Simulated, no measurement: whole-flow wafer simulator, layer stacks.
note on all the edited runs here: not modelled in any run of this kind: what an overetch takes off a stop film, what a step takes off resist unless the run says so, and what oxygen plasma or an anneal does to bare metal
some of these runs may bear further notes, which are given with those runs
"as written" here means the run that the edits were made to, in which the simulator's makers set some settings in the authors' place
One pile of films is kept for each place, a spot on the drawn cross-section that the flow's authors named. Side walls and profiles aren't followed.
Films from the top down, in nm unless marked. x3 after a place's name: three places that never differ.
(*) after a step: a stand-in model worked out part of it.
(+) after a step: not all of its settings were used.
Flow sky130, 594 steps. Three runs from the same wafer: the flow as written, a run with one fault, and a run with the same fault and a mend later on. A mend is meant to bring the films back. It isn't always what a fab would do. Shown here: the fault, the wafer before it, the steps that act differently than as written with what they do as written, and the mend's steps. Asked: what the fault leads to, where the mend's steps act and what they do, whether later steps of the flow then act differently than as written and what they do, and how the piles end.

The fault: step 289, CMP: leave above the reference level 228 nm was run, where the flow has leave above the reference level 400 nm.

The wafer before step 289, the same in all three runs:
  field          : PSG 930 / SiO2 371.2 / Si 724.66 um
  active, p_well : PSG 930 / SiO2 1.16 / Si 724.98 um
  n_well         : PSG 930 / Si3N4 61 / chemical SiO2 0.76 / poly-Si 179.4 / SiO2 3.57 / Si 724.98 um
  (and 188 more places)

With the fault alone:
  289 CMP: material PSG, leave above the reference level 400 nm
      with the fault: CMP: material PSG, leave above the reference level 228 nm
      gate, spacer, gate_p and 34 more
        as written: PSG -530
        with the fault: PSG -702
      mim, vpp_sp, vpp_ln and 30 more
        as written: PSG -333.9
        with the fault: PSG -505.9
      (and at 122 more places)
  Later steps of the flow that act differently than as written:
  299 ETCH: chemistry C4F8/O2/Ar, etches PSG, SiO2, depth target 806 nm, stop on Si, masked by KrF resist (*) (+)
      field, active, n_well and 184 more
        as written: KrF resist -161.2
        with the fault: KrF resist -141.8
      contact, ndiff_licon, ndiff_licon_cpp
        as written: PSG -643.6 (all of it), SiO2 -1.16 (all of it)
        with the fault: PSG -471.6 (all of it), SiO2 -1.16 (all of it)
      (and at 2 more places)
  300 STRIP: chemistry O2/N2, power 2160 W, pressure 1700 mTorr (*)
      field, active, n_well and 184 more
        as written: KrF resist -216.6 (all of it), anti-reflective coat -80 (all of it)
        with the fault: KrF resist -236 (all of it), anti-reflective coat -80 (all of it)
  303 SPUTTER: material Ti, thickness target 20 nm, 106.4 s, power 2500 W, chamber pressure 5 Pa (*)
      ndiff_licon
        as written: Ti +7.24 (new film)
        with the fault: Ti +9.5 (new film)
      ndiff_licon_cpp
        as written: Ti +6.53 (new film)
        with the fault: Ti +8.55 (new film)
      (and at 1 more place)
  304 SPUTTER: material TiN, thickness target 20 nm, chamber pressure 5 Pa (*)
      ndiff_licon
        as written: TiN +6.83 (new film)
        with the fault: TiN +9.07 (new film)
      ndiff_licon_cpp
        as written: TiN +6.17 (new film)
        with the fault: TiN +8.18 (new film)
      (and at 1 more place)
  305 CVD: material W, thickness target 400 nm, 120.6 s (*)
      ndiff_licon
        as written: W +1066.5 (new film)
        with the fault: W +890 (new film)
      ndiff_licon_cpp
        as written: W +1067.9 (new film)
        with the fault: W +891.9 (new film)
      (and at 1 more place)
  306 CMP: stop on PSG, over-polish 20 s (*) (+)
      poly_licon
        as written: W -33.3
        with the fault: W -205.3
  At the end the piles differ from the flow's by more than 2% or 0.5 nm, whichever is larger, at field, active, n_well and 190 more.
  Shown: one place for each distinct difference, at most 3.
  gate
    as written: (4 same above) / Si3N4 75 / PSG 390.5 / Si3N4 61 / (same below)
    with the fault: (4 same above) / Si3N4 75 / PSG 218.5 / Si3N4 61 / (same below)
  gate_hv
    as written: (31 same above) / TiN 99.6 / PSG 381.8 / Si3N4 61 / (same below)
    with the fault: (31 same above) / TiN 99.6 / PSG 209.8 / Si3N4 61 / (same below)
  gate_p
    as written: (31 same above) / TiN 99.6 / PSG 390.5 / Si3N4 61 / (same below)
    with the fault: (31 same above) / TiN 99.6 / PSG 218.5 / Si3N4 61 / (same below)

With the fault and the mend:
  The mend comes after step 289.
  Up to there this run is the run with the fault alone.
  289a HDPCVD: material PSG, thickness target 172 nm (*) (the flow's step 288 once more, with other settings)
      field, active, n_well and 189 more
        PSG +172
  No later step of the flow acts differently than as written, at any place that is followed, by more than 2% or 0.5 nm, whichever is larger.
  At the end the piles differ from the flow's only slightly at the places that both follow, by at most 2% or 0.5 nm, whichever is larger.
